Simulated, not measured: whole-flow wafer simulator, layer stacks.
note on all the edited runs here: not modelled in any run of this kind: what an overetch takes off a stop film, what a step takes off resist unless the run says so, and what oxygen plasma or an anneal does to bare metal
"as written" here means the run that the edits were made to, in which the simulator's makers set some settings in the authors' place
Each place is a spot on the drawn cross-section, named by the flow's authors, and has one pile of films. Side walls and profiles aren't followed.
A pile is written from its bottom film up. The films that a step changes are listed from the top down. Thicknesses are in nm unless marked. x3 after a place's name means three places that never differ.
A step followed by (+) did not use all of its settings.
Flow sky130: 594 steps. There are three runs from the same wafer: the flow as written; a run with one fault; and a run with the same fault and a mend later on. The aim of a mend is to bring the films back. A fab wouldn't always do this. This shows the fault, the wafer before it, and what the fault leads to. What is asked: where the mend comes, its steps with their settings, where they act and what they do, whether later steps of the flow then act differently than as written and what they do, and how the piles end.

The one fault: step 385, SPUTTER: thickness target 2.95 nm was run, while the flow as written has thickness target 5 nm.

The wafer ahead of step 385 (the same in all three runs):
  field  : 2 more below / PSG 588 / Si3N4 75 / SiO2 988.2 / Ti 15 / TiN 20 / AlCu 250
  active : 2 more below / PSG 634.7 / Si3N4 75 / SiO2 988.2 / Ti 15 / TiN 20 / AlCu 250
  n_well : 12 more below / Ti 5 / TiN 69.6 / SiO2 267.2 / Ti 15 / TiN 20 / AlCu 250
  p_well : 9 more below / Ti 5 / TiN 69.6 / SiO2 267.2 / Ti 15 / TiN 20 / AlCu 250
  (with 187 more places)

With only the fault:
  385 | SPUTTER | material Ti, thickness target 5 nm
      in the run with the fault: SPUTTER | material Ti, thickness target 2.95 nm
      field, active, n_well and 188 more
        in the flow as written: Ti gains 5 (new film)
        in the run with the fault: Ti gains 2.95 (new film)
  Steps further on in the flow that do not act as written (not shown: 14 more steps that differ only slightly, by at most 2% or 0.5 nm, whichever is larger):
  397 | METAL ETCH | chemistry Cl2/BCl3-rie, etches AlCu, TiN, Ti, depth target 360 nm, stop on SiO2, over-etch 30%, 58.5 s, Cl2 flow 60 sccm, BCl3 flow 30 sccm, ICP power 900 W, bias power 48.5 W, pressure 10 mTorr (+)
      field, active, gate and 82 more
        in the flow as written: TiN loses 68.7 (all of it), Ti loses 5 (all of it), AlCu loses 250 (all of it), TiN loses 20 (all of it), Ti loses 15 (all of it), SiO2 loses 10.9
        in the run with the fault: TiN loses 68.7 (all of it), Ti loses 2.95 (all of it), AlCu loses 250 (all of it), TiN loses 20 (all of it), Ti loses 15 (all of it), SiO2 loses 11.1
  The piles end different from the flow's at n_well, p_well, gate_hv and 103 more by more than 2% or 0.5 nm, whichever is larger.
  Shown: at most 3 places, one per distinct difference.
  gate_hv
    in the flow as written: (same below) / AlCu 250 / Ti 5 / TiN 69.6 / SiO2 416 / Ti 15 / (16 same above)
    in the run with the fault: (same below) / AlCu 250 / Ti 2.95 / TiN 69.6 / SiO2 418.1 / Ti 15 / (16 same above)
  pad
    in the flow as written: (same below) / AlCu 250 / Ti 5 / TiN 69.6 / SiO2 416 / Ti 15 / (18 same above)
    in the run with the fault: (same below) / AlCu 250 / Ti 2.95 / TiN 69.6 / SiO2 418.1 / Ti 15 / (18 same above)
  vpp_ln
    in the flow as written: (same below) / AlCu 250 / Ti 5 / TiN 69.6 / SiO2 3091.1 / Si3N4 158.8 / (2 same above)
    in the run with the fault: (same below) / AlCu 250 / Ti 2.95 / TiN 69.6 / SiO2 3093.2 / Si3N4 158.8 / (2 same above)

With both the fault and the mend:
  After step 385 comes the mend.
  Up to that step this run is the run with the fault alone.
  385a | SPUTTER | material Ti, thickness target 2.05 nm (the flow's step 385, run once more with other settings)
      field, active, n_well and 188 more
        Ti gains 2.05
  Every later step of the flow that is run acts as written at every place that is followed.
  By the end, the piles equal the flow's at every place that both follow.
